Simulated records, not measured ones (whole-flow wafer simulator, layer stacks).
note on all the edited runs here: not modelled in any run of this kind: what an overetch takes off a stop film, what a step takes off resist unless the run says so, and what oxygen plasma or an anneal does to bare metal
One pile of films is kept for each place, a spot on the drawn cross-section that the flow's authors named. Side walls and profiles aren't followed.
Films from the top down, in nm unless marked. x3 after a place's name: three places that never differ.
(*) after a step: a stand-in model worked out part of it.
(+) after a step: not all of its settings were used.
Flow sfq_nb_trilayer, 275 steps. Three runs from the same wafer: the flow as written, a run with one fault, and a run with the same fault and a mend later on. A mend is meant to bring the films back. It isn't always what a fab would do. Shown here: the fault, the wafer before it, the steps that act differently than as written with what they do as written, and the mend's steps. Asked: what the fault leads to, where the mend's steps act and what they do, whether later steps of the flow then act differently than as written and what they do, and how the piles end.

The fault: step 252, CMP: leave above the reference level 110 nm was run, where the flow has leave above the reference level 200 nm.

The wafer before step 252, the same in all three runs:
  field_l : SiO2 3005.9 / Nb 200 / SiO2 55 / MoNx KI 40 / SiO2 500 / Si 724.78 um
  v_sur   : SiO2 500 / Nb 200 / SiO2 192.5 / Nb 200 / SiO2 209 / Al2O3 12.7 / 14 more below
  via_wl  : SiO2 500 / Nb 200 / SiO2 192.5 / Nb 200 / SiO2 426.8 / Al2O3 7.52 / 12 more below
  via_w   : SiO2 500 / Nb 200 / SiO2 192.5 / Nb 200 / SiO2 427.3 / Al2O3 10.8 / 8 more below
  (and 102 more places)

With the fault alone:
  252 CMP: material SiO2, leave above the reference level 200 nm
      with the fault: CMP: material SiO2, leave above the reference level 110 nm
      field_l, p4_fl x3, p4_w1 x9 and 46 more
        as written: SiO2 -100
        with the fault: SiO2 -190
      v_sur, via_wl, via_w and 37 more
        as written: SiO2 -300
        with the fault: SiO2 -390
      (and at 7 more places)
  Later steps of the flow that act differently than as written (2 more steps differ only slightly, by at most 2% or 0.5 nm, whichever is larger, and aren't shown):
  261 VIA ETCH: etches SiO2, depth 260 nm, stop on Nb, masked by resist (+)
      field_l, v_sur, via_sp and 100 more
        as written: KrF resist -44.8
        with the fault: KrF resist -28.4
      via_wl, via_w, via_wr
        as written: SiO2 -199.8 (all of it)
        with the fault: SiO2 -109.8 (all of it)
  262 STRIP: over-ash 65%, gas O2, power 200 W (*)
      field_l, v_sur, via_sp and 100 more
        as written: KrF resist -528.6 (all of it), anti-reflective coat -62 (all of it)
        with the fault: KrF resist -545 (all of it), anti-reflective coat -62 (all of it)
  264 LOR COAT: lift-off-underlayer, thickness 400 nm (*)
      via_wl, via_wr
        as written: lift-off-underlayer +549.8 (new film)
        with the fault: lift-off-underlayer +482.4 (new film)
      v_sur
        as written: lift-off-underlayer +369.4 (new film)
        with the fault: lift-off-underlayer +383.2 (new film)
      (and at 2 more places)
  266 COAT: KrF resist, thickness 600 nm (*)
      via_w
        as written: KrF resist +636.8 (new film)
        with the fault: KrF resist +620.2 (new film)
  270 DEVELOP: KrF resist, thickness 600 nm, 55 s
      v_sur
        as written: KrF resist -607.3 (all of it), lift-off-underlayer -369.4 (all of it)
        with the fault: KrF resist -603.5 (all of it), lift-off-underlayer -383.2 (all of it)
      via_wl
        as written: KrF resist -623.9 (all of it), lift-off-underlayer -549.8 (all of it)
        with the fault: KrF resist -612.6 (all of it), lift-off-underlayer -482.4 (all of it)
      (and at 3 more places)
  At the end the piles differ from the flow's by more than 2% or 0.5 nm, whichever is larger, at field_l, v_sur, via_sp and 100 more.
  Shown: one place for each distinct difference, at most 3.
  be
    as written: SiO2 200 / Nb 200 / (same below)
    with the fault: SiO2 110 / Nb 200 / (same below)
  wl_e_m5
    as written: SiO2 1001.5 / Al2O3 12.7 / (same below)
    with the fault: SiO2 911.5 / Al2O3 12.7 / (same below)
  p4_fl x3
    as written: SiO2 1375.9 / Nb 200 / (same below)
    with the fault: SiO2 1285.9 / Nb 200 / (same below)

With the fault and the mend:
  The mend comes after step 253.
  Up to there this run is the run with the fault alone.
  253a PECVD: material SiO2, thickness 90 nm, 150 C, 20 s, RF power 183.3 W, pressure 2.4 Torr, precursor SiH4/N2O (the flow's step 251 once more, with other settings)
      field_l, v_sur, via_wl and 103 more
        SiO2 +90
  No later step of the flow acts differently than as written at any place that is followed.
  At the end the piles are the same as the flow's at every place that both follow.
